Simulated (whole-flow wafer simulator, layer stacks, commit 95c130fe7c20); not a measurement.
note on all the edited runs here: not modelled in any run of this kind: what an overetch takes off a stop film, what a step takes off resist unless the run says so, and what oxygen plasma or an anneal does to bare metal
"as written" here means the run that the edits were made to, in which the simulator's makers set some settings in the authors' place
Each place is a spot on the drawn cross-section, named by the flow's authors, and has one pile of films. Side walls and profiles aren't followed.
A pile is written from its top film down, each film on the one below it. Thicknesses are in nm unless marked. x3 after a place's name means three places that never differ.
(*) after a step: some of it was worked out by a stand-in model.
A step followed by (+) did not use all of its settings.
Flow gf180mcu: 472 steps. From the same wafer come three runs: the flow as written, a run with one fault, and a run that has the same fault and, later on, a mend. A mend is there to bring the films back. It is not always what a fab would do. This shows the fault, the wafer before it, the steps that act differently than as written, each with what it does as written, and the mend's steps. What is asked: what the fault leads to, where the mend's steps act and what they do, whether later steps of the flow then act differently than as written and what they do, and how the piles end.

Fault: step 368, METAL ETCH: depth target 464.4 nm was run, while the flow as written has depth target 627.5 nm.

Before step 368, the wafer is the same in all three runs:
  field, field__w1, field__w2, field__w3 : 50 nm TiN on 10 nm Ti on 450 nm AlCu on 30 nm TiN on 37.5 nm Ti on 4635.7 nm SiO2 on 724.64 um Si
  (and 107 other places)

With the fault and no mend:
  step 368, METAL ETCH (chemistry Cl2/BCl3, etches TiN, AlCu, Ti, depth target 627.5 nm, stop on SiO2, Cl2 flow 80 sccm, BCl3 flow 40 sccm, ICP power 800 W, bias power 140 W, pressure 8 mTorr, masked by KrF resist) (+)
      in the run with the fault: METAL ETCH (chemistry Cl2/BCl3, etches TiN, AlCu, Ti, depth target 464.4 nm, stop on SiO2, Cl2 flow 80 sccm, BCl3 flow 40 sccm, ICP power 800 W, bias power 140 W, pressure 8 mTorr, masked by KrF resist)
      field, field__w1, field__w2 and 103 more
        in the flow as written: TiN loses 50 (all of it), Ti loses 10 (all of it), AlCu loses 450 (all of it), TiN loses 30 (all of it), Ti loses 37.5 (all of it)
        in the run with the fault: TiN loses 50 (all of it), Ti loses 10 (all of it), AlCu loses 404.4
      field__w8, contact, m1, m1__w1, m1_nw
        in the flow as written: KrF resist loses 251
        in the run with the fault: KrF resist loses 185.8
  Steps further on in the flow that do not act as written:
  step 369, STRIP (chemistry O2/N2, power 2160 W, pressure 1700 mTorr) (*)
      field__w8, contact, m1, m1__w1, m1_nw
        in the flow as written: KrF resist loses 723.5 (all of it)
        in the run with the fault: KrF resist loses 788.8 (all of it)
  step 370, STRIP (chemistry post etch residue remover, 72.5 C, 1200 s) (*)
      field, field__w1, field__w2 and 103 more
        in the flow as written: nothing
        in the run with the fault: AlCu loses 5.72
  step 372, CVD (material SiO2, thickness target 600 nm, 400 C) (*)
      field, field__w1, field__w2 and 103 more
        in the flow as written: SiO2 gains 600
        in the run with the fault: SiO2 gains 600 (new film)
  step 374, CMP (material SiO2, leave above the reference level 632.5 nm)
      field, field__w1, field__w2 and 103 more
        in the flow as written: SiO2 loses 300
        in the run with the fault: SiO2 loses 407.4
  By the end, the piles at field, field__w1, field__w2 and 104 more depart from the flow's by more than 2% or 0.5 nm, whichever is larger.
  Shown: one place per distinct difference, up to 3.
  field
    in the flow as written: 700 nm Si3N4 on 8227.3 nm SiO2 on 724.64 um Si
    in the run with the fault: 700 nm Si3N4 on 3484.2 nm SiO2 on 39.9 nm AlCu on 30 nm TiN on 37.5 nm Ti on 4635.7 nm SiO2 on 724.64 um Si
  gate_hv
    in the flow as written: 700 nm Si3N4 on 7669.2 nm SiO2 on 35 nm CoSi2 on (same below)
    in the run with the fault: 700 nm Si3N4 on 3484.2 nm SiO2 on 39.9 nm AlCu on 30 nm TiN on 37.5 nm Ti on 4077.6 nm SiO2 on 35 nm CoSi2 on (same below)
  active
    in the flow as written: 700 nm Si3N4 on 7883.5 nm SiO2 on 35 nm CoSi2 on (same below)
    in the run with the fault: 700 nm Si3N4 on 3484.2 nm SiO2 on 39.9 nm AlCu on 30 nm TiN on 37.5 nm Ti on 4291.9 nm SiO2 on 35 nm CoSi2 on (same below)

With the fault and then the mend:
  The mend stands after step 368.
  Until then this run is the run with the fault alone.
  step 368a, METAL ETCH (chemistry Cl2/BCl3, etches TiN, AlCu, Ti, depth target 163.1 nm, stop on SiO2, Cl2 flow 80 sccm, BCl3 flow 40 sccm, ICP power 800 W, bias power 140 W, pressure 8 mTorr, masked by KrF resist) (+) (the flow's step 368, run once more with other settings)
      field, field__w1, field__w2 and 103 more
        AlCu loses 45.6 (all of it), TiN loses 30 (all of it), Ti loses 37.5 (all of it)
      field__w8, contact, m1, m1__w1, m1_nw
        KrF resist loses 65.2
  Later steps of the flow that are run all act as written at every place that is followed.
  At every place that both follow, the piles at the end match the flow's.
